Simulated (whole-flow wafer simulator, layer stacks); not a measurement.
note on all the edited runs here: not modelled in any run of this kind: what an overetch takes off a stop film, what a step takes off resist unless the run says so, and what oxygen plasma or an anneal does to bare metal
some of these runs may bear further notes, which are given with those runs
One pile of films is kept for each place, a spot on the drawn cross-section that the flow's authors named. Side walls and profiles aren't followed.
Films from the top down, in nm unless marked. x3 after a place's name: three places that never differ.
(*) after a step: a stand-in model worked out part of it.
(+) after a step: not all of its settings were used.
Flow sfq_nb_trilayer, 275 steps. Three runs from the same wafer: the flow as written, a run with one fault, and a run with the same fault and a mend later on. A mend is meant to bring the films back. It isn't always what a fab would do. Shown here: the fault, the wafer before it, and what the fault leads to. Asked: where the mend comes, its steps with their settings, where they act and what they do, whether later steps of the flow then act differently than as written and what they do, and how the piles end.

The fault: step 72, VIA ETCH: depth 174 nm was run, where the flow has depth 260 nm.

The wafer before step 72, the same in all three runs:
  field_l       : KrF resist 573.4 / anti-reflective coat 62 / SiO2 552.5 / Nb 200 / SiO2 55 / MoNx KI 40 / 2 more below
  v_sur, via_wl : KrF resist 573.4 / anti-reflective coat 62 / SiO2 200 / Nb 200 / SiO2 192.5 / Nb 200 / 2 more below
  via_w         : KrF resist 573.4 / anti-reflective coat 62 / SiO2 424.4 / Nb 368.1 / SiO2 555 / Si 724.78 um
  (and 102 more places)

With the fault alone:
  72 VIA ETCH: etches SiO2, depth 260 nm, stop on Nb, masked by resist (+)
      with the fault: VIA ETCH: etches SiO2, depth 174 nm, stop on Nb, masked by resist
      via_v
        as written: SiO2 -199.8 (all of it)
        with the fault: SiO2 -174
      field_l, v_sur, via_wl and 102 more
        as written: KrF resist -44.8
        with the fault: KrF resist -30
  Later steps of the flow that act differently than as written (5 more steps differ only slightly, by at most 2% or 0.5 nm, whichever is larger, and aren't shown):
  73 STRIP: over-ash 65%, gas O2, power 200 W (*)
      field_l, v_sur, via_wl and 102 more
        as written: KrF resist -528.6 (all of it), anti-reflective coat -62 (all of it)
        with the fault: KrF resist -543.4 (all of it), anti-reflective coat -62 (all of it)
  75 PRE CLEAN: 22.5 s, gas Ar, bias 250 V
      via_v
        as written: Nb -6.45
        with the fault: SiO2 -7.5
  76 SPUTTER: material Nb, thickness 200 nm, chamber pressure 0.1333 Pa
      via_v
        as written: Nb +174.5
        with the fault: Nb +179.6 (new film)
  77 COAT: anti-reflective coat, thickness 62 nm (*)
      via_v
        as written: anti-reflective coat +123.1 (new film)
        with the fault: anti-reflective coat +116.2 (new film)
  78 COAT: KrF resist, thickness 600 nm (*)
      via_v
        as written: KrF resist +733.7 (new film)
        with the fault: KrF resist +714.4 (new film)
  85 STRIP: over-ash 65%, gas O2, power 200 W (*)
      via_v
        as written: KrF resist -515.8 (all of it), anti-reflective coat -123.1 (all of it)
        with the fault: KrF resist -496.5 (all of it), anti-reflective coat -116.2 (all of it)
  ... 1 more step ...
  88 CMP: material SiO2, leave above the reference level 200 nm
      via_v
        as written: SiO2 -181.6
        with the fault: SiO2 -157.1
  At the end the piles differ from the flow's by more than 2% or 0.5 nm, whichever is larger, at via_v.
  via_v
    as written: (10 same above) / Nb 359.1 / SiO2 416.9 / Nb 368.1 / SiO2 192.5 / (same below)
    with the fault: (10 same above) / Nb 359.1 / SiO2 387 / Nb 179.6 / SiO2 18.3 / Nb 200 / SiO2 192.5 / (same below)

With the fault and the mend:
  The mend comes after step 73.
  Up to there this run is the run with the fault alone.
  73a COAT: anti-reflective coat, thickness 62 nm (*) (the flow's step 65 once more)
      p4_fl x3, p4_w1 x9, p4_g1 x2 and 63 more
        anti-reflective coat +62 (new film)
      res, r_end, moat and 8 more
        anti-reflective coat +61.8 (new film)
      ce_r, sp_r, be_r, r_sur
        anti-reflective coat +61.7 (new film)
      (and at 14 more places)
  73b COAT: KrF resist, thickness 650 nm (*) (the flow's step 66 once more)
      p4_fl x3, p4_w1 x9, p4_g1 x2 and 63 more
        KrF resist +650 (new film)
      moat, field_r, lsp_l, ln_m5, lsp_m, ln_m6, l0_sur, l0v
        KrF resist +649.6 (new film)
      res, r_end
        KrF resist +649.5 (new film)
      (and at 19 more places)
  73c SOFTBAKE: KrF resist (the flow's step 67 once more)
      changes no film at any place that is followed
  73d EXPOSE: photomask I1, dose 11.91 mJ/cm2, NA 0.6, wavelength 248 nm (*) (the flow's step 68 once more)
      changes no film at any place that is followed
  73e PEB: KrF resist, 90 s (the flow's step 69 once more)
      c5j, ce_r, sp_r and 90 more
        KrF resist -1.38
      field_l, v_sur, via_wl and 7 more
        KrF resist -1.37
      via_wr, be
        KrF resist -1.36
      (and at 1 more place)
  73f DEVELOP: KrF resist, thickness 650 nm, 60 s (the flow's step 70 once more)
      field_l, v_sur, via_wl and 102 more
        KrF resist -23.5
      via_v
        KrF resist -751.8 (all of it)
  73g VIA ETCH: etches anti-reflective coat, depth 125 nm, masked by resist (+) (the flow's step 71 once more)
      field_l, v_sur, via_wl and 102 more
        KrF resist -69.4
      via_v
        anti-reflective coat -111 (all of it)
  73h VIA ETCH: etches SiO2, depth 86 nm, stop on Nb, masked by resist (+) (the flow's step 72 once more, with other settings)
      field_l, v_sur, via_wl and 102 more
        KrF resist -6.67
      via_v
        SiO2 -25.8 (all of it)
  73i STRIP: over-ash 65%, gas O2, power 200 W (*) (the flow's step 73 once more)
      p4_fl x3, p4_w1 x9, p4_g1 x2 and 63 more
        KrF resist -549 (all of it), anti-reflective coat -62 (all of it)
      field_r, lsp_l, ln_m5, lsp_m, ln_m6, lsp_r, l0_sur, l0v
        KrF resist -548.6 (all of it), anti-reflective coat -61.8 (all of it)
      res, r_end, moat
        KrF resist -548.5 (all of it), anti-reflective coat -61.8 (all of it)
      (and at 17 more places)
  No later step of the flow acts differently than as written, at any place that is followed, by more than 2% or 0.5 nm, whichever is larger.
  At the end the piles differ from the flow's only slightly at the places that both follow, by at most 2% or 0.5 nm, whichever is larger.
